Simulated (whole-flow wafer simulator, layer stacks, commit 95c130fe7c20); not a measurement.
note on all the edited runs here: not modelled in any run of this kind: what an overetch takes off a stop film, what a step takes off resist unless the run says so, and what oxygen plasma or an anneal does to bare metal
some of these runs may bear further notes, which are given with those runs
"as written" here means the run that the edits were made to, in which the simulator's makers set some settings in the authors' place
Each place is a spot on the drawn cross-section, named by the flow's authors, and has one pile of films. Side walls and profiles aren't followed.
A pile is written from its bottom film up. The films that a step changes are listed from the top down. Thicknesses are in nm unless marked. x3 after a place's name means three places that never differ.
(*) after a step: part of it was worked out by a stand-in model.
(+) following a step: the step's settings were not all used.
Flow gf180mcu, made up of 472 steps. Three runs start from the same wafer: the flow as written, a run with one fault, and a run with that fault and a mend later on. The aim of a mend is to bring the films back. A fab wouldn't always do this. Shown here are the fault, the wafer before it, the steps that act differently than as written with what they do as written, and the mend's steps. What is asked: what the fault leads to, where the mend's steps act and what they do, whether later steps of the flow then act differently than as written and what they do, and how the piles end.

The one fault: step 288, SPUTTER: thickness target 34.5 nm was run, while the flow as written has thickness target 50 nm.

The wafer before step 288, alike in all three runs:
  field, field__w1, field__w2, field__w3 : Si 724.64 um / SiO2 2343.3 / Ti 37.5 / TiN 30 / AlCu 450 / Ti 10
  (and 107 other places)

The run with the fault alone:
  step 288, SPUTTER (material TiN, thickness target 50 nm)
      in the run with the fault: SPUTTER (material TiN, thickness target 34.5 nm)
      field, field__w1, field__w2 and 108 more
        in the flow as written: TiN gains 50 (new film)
        in the run with the fault: TiN gains 34.5 (new film)
  Steps further on in the flow that do not act as written (not shown: 4 more steps that differ only slightly, by at most 2% or 0.5 nm, whichever is larger):
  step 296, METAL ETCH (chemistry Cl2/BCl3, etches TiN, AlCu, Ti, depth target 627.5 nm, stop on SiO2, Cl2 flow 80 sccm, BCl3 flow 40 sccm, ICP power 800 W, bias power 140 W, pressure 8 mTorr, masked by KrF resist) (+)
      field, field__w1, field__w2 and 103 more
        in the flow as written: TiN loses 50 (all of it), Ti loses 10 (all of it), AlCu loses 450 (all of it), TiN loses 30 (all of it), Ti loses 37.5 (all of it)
        in the run with the fault: TiN loses 34.5 (all of it), Ti loses 10 (all of it), AlCu loses 450 (all of it), TiN loses 30 (all of it), Ti loses 37.5 (all of it)
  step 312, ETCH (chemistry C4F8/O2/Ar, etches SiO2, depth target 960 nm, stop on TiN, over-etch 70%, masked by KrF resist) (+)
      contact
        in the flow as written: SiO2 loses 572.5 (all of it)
        in the run with the fault: SiO2 loses 588 (all of it)
  By the end, the piles at field__w8, contact, m1, m1__w1, m1_nw depart from the flow's by more than 2% or 0.5 nm, whichever is larger.
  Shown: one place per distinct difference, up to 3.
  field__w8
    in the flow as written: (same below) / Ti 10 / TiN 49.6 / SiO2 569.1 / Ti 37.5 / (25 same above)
    in the run with the fault: (same below) / Ti 10 / TiN 34.1 / SiO2 584.6 / Ti 37.5 / (25 same above)
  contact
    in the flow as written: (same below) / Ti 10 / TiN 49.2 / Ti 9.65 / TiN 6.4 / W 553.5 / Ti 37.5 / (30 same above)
    in the run with the fault: (same below) / Ti 10 / TiN 33.7 / Ti 9.57 / TiN 6.35 / W 569.1 / Ti 37.5 / (30 same above)

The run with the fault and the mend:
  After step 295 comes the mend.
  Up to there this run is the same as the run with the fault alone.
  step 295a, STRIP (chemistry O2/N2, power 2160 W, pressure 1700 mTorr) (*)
      field__w8, contact, m1, m1__w1, m1_nw
        KrF resist loses 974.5 (all of it)
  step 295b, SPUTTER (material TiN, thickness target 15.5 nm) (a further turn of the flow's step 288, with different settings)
      field, field__w1, field__w2 and 108 more
        TiN gains 15.5
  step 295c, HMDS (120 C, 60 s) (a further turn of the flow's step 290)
      leaves every film unchanged at each place that is followed
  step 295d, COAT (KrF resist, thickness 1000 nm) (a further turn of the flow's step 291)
      field, field__w1, field__w2 and 108 more
        KrF resist gains 1000 (new film)
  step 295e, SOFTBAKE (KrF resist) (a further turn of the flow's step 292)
      leaves every film unchanged at each place that is followed
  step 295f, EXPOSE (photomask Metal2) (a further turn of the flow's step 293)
      leaves every film unchanged at each place that is followed
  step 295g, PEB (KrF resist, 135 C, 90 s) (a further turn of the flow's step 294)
      field, field__w1, field__w2 and 108 more
        KrF resist loses 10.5
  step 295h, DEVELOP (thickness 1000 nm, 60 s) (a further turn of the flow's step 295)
      field, field__w1, field__w2 and 103 more
        KrF resist loses 989.5 (all of it)
      field__w8, contact, m1, m1__w1, m1_nw
        KrF resist loses 14.9
  None of the later steps of the flow acts differently than as written at any place that is followed.
  At every place that both follow, the piles at the end match the flow's.
